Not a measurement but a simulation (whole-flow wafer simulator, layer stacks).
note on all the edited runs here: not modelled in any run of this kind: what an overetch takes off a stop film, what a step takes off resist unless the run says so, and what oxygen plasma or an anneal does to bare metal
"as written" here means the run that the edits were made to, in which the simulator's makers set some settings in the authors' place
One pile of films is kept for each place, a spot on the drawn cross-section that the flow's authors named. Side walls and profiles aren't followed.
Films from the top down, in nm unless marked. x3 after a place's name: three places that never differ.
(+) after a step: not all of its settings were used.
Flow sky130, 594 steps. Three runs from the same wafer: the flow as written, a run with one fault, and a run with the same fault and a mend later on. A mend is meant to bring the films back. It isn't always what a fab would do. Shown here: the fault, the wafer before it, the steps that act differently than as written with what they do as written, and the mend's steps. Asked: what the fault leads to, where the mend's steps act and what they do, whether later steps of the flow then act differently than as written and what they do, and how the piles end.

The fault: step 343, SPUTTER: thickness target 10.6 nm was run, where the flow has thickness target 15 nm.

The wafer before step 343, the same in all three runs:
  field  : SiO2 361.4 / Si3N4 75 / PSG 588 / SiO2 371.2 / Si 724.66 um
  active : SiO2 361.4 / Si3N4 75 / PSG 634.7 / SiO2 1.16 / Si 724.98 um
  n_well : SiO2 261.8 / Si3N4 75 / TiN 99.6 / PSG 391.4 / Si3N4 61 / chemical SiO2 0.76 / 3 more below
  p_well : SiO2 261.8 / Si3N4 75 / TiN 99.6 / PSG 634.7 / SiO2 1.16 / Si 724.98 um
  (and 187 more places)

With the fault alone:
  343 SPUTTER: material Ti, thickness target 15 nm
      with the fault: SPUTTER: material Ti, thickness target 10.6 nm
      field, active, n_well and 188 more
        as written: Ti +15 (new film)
        with the fault: Ti +10.6 (new film)
  Later steps of the flow that act differently than as written (16 more steps differ only slightly, by at most 2% or 0.5 nm, whichever is larger, and aren't shown):
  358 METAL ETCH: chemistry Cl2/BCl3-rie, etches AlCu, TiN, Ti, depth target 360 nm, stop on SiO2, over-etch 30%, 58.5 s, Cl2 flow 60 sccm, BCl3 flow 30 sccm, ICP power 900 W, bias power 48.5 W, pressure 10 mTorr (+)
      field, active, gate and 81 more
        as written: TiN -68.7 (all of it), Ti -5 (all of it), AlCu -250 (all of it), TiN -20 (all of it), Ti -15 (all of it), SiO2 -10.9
        with the fault: TiN -68.7 (all of it), Ti -5 (all of it), AlCu -250 (all of it), TiN -20 (all of it), Ti -10.6 (all of it), SiO2 -11.4
  At the end the piles differ from the flow's by more than 2% or 0.5 nm, whichever is larger, at n_well, p_well, gate_hv and 104 more.
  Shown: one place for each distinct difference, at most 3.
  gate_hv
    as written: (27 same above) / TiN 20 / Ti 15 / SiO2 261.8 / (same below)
    with the fault: (27 same above) / TiN 20 / Ti 10.6 / SiO2 261.8 / (same below)
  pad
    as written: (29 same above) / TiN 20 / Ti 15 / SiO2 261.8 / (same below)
    with the fault: (29 same above) / TiN 20 / Ti 10.6 / SiO2 261.8 / (same below)
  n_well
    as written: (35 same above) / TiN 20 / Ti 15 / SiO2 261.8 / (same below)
    with the fault: (35 same above) / TiN 20 / Ti 10.6 / SiO2 261.8 / (same below)

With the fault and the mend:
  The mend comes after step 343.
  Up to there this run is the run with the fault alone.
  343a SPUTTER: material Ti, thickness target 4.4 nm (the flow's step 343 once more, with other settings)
      field, active, n_well and 188 more
        Ti +4.4
  No later step of the flow acts differently than as written at any place that is followed.
  At the end the piles are the same as the flow's at every place that both follow.
